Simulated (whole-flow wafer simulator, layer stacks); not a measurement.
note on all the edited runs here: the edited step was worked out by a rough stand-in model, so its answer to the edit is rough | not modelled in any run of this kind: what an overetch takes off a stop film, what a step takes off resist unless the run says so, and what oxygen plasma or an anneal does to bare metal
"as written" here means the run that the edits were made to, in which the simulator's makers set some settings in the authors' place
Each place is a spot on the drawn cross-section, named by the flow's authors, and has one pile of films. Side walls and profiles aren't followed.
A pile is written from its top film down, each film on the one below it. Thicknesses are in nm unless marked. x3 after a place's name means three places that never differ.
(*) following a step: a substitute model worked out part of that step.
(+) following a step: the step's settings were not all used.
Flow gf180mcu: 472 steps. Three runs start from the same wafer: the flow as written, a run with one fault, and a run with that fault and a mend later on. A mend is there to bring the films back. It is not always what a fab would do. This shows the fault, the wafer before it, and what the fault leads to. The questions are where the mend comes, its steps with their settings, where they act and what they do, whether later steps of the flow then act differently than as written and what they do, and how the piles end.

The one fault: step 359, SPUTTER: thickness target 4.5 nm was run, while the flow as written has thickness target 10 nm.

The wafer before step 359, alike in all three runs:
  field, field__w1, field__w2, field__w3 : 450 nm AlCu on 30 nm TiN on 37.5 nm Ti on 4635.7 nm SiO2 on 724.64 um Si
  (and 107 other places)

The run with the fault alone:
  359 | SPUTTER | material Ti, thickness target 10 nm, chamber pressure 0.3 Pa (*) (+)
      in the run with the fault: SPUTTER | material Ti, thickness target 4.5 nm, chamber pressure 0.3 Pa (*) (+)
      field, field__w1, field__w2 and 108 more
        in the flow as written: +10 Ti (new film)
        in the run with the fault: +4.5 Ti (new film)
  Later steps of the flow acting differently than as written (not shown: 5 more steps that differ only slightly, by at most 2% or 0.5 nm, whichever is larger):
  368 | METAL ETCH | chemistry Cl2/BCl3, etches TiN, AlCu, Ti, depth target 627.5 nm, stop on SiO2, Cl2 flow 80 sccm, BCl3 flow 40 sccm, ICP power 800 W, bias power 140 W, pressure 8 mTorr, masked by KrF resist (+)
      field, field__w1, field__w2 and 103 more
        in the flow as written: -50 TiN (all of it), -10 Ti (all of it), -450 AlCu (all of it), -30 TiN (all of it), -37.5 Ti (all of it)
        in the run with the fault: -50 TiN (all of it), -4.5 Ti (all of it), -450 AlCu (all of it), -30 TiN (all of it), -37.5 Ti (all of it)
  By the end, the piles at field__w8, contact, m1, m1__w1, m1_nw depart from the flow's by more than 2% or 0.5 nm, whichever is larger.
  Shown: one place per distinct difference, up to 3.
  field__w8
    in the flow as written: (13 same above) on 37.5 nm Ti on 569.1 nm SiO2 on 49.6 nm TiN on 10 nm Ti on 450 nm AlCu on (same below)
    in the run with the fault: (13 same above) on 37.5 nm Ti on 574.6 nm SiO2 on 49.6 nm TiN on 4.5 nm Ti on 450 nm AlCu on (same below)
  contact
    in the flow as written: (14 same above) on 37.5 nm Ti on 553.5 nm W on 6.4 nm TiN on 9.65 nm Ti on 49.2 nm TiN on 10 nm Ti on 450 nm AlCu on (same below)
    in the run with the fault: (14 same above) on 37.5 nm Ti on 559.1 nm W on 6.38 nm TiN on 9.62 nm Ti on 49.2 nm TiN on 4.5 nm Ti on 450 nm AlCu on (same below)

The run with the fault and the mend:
  The mend stands after step 359.
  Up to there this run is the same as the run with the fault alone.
  359a | SPUTTER | material Ti, thickness target 5.5 nm, chamber pressure 0.3 Pa (*) (+) (the flow's step 359, run once more with other settings)
      field, field__w1, field__w2 and 108 more
        +5.5 Ti
  Every later step of the flow that is run acts as written at every place that is followed.
  The piles end the same as the flow's at every place that both follow.
